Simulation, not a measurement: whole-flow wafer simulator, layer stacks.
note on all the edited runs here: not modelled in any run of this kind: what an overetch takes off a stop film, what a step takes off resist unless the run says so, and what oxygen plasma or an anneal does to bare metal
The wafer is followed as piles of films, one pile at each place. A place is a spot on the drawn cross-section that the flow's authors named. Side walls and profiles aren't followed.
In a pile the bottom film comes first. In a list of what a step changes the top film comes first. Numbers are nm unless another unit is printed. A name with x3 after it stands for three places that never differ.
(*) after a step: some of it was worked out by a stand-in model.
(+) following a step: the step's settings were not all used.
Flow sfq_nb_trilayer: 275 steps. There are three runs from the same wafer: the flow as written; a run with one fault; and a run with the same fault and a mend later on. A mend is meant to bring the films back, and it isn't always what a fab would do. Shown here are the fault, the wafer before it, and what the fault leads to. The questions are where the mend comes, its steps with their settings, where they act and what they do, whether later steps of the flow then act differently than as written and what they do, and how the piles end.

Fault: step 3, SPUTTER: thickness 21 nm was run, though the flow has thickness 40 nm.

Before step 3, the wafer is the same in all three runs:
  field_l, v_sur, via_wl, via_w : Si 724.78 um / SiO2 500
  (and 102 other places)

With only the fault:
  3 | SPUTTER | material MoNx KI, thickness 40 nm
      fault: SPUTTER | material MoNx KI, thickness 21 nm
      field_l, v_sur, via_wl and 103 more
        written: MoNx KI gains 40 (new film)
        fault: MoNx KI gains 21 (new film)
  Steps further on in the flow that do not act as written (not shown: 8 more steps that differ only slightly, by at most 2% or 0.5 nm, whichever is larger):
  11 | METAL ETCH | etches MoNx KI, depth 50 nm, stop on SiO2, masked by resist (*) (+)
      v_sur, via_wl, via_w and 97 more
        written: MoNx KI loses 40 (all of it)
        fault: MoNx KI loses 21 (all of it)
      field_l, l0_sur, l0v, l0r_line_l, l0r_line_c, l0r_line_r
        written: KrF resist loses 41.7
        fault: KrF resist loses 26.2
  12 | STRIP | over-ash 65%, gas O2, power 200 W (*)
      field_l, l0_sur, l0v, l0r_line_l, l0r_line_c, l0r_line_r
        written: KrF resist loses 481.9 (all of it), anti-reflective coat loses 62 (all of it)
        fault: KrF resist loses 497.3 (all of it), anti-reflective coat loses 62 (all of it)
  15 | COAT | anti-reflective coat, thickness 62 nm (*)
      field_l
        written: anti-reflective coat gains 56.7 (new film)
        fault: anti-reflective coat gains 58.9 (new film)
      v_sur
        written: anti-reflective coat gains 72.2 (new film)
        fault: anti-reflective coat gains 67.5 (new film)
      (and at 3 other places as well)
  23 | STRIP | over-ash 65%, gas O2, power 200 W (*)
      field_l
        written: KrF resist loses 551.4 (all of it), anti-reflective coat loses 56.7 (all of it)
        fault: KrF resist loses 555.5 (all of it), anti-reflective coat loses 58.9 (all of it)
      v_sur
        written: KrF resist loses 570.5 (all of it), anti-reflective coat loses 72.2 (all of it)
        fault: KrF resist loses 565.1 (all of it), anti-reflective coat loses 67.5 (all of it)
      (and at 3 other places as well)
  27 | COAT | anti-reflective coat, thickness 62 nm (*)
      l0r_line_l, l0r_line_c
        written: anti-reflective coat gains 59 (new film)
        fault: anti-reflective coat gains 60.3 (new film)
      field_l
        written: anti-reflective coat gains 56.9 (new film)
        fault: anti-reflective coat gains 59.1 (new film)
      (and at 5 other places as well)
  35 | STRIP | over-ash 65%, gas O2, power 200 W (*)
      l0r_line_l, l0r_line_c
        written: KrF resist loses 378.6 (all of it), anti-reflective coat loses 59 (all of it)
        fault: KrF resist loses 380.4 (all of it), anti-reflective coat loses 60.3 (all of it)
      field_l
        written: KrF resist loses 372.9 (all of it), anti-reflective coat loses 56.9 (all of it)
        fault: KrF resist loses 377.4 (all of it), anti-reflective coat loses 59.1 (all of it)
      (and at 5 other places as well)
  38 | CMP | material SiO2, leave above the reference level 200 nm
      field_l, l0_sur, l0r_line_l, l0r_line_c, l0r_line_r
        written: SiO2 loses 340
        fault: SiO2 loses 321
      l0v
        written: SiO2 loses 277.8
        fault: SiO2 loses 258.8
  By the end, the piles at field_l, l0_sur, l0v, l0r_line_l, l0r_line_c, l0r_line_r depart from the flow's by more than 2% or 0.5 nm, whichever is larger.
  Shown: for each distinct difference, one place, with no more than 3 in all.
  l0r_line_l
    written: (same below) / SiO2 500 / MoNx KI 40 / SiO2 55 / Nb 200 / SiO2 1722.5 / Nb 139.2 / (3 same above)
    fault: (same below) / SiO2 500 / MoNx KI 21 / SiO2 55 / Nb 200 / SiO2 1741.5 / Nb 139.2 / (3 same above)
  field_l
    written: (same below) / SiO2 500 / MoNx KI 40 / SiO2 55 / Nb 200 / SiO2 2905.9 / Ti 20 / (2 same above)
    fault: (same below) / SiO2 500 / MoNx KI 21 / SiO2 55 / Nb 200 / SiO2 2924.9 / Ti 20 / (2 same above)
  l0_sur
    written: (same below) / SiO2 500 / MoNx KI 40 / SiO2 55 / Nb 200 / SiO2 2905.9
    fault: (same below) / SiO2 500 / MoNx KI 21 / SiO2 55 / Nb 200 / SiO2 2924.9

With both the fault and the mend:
  The mend stands after step 9.
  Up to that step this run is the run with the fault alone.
  9a | STRIP | over-ash 65%, gas O2, power 200 W (*)
      v_sur, via_wl, via_w and 97 more
        anti-reflective coat loses 62 (all of it)
      field_l, l0_sur, l0v, l0r_line_l, l0r_line_c, l0r_line_r
        KrF resist loses 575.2 (all of it), anti-reflective coat loses 62 (all of it)
  9b | SPUTTER | material MoNx KI, thickness 19 nm (a further turn of the flow's step 3, with different settings)
      field_l, v_sur, via_wl and 103 more
        MoNx KI gains 19
  9c | COAT | anti-reflective coat, thickness 62 nm (a further turn of the flow's step 4)
      field_l, v_sur, via_wl and 103 more
        anti-reflective coat gains 62 (new film)
  9d | COAT | KrF resist, thickness 600 nm (a further turn of the flow's step 5)
      field_l, v_sur, via_wl and 103 more
        KrF resist gains 600 (new film)
  9e | SOFTBAKE | KrF resist (a further turn of the flow's step 6)
      leaves every film unchanged at each place that is followed
  9f | EXPOSE | photomask L0, dose 11.59 mJ/cm2, NA 0.6, wavelength 248 nm (*) (a further turn of the flow's step 7)
      leaves every film unchanged at each place that is followed
  9g | PEB | KrF resist, 90 s (a further turn of the flow's step 8)
      field_l, v_sur, via_wl and 103 more
        KrF resist loses 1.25
  9h | DEVELOP | KrF resist, thickness 600 nm, 60 s (a further turn of the flow's step 9)
      v_sur, via_wl, via_w and 97 more
        KrF resist loses 598.7 (all of it)
      field_l, l0_sur, l0v, l0r_line_l, l0r_line_c, l0r_line_r
        KrF resist loses 23.5
  Every later step of the flow that is run acts as written at every place that is followed.
  By the end, the piles equal the flow's at every place that both follow.
